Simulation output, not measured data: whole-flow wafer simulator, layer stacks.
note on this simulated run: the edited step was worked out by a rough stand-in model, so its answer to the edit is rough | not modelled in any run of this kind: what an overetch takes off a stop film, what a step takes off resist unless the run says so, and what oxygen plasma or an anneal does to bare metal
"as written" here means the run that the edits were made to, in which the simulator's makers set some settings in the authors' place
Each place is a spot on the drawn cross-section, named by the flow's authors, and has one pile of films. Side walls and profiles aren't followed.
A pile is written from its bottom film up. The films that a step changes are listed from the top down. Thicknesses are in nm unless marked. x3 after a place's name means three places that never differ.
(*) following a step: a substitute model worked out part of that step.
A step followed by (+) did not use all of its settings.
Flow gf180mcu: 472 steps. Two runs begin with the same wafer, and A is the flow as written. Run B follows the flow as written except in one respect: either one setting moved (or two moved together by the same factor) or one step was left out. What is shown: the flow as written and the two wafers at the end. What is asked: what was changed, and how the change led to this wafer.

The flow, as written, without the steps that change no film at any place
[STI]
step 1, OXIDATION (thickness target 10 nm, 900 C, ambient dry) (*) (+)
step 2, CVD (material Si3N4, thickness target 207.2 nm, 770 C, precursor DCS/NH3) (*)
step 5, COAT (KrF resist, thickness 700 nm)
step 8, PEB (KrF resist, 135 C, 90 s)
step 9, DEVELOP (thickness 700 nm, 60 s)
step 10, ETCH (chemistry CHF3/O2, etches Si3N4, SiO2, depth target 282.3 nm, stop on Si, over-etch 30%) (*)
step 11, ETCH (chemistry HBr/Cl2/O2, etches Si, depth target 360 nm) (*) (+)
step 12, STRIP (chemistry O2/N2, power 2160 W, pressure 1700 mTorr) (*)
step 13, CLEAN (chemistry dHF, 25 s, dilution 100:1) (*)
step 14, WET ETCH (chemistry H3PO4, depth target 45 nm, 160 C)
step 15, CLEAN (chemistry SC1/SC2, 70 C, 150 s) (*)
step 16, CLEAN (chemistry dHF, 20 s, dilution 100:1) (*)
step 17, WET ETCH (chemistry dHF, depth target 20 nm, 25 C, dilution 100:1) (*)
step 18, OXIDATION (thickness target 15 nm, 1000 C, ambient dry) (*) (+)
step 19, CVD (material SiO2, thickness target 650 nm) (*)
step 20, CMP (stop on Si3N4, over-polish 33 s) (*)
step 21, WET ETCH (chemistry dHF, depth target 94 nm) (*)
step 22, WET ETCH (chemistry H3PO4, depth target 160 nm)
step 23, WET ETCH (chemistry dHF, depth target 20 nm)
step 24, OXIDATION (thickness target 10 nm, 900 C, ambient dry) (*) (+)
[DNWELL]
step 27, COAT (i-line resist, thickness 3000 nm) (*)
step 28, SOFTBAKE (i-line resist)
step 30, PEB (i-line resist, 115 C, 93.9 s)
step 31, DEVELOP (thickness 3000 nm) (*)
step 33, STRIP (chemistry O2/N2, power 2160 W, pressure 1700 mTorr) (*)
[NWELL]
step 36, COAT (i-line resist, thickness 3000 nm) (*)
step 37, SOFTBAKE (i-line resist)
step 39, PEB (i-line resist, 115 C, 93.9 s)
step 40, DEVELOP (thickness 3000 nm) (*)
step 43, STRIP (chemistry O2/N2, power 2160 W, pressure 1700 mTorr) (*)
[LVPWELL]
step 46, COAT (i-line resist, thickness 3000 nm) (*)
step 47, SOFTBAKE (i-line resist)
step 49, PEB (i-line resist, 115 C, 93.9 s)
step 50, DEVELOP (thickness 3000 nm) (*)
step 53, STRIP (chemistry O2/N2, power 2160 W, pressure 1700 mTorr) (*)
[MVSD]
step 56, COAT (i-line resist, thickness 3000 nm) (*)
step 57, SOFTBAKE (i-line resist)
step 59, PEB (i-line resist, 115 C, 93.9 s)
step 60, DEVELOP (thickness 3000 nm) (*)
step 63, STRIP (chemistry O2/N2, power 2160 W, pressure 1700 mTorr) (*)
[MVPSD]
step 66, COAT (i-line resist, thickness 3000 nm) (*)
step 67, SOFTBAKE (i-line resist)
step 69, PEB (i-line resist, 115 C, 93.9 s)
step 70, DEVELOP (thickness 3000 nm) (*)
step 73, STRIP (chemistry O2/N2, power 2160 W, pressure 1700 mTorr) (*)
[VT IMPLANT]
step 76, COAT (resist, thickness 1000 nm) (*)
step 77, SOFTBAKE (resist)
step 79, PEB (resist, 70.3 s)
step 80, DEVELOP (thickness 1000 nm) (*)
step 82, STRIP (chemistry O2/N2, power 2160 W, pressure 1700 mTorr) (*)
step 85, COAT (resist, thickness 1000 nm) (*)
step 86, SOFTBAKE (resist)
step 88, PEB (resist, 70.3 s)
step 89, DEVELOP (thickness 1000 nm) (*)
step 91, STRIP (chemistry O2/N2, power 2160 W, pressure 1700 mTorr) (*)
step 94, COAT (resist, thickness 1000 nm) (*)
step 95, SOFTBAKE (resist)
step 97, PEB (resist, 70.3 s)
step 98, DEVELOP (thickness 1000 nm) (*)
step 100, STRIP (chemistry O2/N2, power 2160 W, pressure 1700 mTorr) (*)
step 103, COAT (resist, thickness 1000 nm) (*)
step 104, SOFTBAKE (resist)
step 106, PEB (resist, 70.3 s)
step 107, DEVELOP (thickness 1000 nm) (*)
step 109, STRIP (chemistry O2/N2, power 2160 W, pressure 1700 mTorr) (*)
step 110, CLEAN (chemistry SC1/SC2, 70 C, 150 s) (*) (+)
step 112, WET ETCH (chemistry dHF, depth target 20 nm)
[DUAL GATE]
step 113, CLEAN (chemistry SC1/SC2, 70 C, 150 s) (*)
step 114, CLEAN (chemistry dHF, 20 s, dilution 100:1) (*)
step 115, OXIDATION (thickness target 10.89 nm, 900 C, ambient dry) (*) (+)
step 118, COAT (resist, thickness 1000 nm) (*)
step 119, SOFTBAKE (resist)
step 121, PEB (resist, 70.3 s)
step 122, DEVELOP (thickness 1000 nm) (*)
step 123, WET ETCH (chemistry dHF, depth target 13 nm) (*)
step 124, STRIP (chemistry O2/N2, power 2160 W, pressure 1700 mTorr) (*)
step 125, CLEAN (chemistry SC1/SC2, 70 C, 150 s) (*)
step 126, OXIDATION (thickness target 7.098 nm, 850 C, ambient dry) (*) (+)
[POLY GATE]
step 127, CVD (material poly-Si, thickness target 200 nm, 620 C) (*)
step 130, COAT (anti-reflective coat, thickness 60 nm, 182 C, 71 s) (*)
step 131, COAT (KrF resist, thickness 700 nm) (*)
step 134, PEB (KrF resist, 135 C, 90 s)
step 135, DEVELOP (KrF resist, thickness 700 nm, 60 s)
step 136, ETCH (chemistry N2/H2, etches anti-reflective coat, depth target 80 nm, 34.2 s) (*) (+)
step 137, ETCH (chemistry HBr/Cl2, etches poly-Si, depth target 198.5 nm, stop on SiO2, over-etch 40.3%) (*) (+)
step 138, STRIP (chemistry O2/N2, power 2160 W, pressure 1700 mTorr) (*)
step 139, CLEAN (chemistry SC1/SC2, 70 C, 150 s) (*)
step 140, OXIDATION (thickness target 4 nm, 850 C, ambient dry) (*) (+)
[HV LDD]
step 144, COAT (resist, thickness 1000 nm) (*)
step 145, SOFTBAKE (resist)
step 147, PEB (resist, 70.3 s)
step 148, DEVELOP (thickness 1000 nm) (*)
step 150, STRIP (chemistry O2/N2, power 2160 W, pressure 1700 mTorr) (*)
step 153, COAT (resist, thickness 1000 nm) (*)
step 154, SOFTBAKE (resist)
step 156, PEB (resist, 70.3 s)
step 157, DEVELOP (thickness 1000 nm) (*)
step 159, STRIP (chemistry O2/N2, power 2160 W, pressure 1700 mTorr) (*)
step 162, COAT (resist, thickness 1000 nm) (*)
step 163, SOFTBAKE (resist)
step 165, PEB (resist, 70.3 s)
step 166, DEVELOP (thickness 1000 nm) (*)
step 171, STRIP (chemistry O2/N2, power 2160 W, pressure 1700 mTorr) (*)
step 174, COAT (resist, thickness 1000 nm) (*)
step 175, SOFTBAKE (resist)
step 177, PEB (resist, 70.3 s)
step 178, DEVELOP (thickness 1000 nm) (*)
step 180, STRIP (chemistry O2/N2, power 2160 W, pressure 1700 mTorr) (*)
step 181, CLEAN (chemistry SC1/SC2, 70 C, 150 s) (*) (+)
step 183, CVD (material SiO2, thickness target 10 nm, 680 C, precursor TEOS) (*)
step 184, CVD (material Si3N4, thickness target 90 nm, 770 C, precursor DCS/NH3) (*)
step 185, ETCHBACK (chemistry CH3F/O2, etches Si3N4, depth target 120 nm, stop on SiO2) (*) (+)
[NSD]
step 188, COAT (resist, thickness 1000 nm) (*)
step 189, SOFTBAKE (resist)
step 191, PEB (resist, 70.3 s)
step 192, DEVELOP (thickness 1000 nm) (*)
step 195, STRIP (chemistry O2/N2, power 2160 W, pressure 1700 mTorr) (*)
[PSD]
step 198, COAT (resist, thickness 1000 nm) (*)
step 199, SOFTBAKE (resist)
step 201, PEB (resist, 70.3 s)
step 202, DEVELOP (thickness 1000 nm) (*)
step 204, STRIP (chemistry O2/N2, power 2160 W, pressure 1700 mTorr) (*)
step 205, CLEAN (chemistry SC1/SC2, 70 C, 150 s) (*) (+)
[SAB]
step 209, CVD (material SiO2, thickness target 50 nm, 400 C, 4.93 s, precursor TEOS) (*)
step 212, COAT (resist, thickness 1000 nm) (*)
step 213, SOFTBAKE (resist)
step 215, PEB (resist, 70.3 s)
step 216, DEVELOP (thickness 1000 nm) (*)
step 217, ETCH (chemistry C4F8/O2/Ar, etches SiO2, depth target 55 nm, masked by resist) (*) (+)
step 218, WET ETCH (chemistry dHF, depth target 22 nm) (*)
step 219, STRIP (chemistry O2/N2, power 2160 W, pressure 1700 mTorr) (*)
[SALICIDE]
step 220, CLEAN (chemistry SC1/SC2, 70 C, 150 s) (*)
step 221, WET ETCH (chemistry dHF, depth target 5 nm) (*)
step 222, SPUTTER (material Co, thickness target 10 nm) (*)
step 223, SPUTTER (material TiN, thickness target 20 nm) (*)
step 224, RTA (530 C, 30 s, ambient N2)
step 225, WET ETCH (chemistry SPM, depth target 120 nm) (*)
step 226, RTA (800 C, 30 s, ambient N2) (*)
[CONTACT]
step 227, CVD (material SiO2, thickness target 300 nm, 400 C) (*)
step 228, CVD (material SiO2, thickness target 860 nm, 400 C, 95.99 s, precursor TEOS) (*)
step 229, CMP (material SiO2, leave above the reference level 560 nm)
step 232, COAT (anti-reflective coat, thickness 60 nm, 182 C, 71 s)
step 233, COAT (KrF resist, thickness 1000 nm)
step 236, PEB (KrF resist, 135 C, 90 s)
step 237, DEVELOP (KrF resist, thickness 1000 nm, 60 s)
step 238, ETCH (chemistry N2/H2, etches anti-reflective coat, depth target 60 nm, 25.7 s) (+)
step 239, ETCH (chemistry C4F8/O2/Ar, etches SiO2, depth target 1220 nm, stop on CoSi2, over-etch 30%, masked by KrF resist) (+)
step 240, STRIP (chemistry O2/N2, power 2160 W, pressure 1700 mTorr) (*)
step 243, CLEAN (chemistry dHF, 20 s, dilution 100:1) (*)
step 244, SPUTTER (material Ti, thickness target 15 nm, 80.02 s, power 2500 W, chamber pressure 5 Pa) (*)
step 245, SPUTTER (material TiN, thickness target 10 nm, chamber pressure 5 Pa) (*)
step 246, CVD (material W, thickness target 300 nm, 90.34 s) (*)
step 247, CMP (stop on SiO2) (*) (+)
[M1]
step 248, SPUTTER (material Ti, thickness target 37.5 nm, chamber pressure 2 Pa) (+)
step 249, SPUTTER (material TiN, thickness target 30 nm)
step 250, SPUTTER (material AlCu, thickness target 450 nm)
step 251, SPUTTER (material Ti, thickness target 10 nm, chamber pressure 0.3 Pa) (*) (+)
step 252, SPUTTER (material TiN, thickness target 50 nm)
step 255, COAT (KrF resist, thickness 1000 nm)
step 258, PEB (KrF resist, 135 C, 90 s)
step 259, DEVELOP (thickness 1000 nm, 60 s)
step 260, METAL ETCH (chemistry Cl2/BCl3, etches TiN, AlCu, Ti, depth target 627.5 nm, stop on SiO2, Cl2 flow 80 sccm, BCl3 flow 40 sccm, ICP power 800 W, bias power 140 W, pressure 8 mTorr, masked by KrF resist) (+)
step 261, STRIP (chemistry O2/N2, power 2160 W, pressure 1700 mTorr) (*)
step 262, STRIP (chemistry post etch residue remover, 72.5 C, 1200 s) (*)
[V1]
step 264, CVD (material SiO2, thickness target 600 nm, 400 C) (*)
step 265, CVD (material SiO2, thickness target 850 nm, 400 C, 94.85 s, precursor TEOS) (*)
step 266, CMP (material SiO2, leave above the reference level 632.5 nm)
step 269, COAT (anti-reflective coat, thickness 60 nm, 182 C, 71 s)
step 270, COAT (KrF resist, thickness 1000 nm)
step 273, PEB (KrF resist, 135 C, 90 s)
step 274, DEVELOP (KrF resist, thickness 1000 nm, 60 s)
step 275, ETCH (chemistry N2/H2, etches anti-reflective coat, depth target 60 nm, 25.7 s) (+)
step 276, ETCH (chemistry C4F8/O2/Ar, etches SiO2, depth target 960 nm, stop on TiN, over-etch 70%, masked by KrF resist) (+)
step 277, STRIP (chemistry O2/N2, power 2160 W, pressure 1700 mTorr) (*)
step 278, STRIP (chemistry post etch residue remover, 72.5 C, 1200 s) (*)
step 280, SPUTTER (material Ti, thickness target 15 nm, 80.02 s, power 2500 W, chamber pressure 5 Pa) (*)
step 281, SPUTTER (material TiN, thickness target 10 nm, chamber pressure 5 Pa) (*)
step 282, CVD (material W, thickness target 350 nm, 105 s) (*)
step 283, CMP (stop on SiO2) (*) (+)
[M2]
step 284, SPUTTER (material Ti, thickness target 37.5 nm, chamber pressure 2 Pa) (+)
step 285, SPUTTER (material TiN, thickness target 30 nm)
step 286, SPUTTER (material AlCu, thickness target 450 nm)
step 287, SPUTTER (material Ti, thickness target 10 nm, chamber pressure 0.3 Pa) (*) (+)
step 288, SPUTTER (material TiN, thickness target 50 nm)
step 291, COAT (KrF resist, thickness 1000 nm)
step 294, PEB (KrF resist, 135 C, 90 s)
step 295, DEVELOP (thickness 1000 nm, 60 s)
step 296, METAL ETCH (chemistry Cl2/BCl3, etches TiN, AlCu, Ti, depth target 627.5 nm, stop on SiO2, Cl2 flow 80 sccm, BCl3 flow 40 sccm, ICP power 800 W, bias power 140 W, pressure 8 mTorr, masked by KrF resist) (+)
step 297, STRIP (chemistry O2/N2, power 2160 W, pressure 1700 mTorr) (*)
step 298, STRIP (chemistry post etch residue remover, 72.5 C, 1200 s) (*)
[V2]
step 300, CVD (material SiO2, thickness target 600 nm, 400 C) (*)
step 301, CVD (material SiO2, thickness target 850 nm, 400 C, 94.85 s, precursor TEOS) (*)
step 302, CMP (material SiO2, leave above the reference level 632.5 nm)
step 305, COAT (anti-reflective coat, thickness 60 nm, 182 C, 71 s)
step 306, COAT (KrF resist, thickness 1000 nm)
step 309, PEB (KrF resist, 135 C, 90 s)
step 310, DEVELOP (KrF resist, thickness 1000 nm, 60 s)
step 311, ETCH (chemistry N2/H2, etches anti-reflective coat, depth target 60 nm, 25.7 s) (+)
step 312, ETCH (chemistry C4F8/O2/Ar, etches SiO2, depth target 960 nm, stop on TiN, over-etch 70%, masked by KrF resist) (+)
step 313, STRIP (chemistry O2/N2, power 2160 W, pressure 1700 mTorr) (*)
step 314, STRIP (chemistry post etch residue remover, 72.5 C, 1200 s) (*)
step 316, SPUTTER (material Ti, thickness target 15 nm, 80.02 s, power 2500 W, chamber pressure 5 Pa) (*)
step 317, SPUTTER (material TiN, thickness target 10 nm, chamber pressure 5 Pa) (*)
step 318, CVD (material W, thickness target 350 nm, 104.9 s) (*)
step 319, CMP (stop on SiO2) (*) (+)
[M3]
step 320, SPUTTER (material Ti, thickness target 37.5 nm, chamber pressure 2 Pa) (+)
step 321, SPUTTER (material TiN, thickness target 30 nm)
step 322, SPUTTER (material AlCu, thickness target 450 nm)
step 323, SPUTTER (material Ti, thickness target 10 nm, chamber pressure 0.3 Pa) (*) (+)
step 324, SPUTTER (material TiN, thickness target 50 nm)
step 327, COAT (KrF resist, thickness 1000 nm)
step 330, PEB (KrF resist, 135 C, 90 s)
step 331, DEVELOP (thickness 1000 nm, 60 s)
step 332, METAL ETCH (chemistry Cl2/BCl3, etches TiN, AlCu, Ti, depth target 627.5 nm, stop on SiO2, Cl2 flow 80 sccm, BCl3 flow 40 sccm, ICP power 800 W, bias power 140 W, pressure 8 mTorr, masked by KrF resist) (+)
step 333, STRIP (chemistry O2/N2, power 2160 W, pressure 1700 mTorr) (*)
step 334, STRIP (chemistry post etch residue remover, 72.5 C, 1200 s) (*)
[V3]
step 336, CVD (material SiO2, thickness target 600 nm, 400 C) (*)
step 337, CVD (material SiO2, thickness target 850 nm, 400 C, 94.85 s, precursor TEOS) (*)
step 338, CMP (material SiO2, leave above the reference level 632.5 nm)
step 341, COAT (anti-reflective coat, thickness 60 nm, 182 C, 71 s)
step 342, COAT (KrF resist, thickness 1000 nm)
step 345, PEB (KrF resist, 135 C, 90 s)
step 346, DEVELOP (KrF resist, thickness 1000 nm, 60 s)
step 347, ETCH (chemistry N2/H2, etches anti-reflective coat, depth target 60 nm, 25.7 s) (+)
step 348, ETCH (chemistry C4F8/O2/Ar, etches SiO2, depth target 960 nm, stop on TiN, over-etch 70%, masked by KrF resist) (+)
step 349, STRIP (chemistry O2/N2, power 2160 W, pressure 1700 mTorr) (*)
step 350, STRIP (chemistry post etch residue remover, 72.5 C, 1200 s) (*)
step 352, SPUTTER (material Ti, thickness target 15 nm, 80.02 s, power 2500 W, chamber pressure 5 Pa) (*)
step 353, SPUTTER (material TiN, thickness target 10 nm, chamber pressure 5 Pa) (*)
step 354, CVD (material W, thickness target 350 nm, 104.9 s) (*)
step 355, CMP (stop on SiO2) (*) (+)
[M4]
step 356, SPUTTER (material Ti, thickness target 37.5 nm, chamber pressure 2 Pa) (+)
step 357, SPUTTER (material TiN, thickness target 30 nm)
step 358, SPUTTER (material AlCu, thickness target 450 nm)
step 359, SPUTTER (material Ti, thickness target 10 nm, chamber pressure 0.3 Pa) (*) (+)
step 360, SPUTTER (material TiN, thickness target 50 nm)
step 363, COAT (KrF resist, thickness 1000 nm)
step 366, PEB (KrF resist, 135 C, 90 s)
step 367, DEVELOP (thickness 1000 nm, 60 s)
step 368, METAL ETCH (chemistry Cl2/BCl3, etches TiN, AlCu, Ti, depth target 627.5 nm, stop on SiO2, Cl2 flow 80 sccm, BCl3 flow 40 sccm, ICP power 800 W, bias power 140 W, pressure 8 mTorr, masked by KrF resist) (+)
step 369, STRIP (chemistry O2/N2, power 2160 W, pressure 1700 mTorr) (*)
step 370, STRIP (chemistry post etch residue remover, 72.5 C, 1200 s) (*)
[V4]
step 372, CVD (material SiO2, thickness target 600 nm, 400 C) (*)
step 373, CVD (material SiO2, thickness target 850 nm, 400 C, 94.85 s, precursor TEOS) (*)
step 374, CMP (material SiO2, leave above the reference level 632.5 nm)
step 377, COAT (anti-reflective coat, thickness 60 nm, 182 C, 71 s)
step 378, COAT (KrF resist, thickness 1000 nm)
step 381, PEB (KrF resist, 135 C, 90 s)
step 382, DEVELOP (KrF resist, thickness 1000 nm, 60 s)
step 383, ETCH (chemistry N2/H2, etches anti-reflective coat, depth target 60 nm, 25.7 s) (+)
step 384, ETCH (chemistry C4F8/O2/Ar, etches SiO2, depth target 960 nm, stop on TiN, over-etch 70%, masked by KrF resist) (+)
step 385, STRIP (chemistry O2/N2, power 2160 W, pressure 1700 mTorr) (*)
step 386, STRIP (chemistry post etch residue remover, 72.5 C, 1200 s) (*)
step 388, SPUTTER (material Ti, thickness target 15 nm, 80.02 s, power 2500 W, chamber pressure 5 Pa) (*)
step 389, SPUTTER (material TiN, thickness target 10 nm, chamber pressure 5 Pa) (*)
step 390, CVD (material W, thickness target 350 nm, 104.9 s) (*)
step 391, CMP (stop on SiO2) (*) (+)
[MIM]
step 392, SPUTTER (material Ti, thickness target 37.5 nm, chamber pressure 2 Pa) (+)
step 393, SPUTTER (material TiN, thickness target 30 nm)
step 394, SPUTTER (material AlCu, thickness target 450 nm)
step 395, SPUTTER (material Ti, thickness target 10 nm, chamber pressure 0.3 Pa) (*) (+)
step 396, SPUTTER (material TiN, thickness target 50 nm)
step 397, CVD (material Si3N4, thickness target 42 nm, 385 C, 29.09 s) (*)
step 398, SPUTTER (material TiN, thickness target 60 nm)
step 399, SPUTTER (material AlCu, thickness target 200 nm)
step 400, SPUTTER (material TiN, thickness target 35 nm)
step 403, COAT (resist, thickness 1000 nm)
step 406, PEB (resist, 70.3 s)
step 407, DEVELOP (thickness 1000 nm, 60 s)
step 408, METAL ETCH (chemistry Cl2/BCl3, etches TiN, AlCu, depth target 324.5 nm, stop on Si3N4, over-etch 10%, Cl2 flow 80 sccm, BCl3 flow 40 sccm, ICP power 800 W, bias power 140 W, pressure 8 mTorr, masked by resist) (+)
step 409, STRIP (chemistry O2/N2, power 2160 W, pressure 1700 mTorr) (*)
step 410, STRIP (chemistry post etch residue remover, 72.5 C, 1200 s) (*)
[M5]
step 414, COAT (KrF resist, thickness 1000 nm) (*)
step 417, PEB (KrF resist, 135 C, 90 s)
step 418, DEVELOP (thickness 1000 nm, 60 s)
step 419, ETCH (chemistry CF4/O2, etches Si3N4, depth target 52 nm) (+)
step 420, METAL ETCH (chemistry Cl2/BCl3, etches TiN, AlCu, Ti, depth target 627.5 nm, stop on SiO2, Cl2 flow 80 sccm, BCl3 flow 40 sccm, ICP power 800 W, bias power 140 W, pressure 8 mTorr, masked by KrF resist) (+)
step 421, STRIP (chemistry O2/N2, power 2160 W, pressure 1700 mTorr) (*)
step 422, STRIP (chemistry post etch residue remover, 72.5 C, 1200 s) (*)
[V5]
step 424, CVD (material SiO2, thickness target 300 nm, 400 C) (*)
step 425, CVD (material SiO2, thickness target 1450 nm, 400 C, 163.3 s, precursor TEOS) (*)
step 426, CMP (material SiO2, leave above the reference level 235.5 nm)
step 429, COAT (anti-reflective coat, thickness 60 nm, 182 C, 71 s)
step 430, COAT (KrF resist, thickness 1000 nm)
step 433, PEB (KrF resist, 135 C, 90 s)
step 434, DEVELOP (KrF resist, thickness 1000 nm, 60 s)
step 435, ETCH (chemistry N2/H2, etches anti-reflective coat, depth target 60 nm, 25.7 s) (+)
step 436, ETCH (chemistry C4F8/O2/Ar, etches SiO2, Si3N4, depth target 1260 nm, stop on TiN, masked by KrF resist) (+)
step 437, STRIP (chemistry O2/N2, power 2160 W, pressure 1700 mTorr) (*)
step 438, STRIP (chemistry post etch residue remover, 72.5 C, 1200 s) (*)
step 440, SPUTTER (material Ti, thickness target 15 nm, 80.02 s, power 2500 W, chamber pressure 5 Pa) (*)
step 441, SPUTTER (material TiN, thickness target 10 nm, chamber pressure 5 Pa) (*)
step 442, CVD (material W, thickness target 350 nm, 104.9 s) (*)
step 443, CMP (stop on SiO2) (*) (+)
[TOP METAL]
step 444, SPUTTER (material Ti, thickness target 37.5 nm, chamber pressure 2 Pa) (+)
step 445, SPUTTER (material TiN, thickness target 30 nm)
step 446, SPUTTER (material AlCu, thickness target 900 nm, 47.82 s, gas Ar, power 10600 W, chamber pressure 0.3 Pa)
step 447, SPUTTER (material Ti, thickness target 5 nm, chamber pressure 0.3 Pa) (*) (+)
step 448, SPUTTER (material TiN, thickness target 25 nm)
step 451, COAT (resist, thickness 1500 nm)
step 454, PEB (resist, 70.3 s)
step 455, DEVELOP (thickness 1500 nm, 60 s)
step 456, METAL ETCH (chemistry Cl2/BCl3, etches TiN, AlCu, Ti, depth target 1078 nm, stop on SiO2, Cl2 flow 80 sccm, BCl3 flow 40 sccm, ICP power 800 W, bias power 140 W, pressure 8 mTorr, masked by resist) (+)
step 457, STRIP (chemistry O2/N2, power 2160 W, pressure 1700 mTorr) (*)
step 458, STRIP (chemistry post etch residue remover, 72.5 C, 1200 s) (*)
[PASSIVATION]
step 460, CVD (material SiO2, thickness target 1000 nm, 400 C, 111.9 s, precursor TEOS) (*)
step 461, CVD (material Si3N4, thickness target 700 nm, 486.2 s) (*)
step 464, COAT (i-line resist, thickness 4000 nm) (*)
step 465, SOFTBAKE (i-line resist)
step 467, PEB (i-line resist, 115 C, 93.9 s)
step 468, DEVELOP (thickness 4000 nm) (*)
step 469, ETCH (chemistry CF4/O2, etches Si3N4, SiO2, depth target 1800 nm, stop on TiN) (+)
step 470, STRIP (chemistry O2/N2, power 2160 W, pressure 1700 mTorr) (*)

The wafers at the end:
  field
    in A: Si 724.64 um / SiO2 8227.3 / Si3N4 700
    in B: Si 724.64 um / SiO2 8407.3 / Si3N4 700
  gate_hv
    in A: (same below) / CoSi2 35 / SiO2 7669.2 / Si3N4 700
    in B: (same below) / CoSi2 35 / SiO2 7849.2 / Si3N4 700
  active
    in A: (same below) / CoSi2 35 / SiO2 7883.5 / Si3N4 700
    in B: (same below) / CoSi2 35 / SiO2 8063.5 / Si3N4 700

What caused this: step 424, CVD: thickness target 480 nm was run, while the flow as written has thickness target 300 nm.

How this came from the change, step by step:
  step 424, CVD (material SiO2, thickness target 300 nm, 400 C) (*)
      field, field__w1, field__w2 and 101 more: A +300 SiO2 | B +480 SiO2
      field__w4, field__w8, contact, m1, m1__w1, mim, mim_1p0, m1_nw: A +300 SiO2 (new film) | B +480 SiO2 (new film)
  step 436, ETCH (chemistry C4F8/O2/Ar, etches SiO2, Si3N4, depth target 1260 nm, stop on TiN, masked by KrF resist) (+)
      contact: A -829.9 SiO2 (all of it), -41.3 Si3N4 (all of it) | B -1009.9 SiO2 (all of it), -41.3 Si3N4 (all of it)
  step 440, SPUTTER (material Ti, thickness target 15 nm, 80.02 s, power 2500 W, chamber pressure 5 Pa) (*)
      contact: A +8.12 Ti (new film) | B +7.33 Ti (new film)
  step 441, SPUTTER (material TiN, thickness target 10 nm, chamber pressure 5 Pa) (*)
      contact: A +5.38 TiN (new film) | B +4.86 TiN (new film)
  step 442, CVD (material W, thickness target 350 nm, 104.9 s) (*)
      contact: A +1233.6 W (new film) | B +1414.9 W (new film)
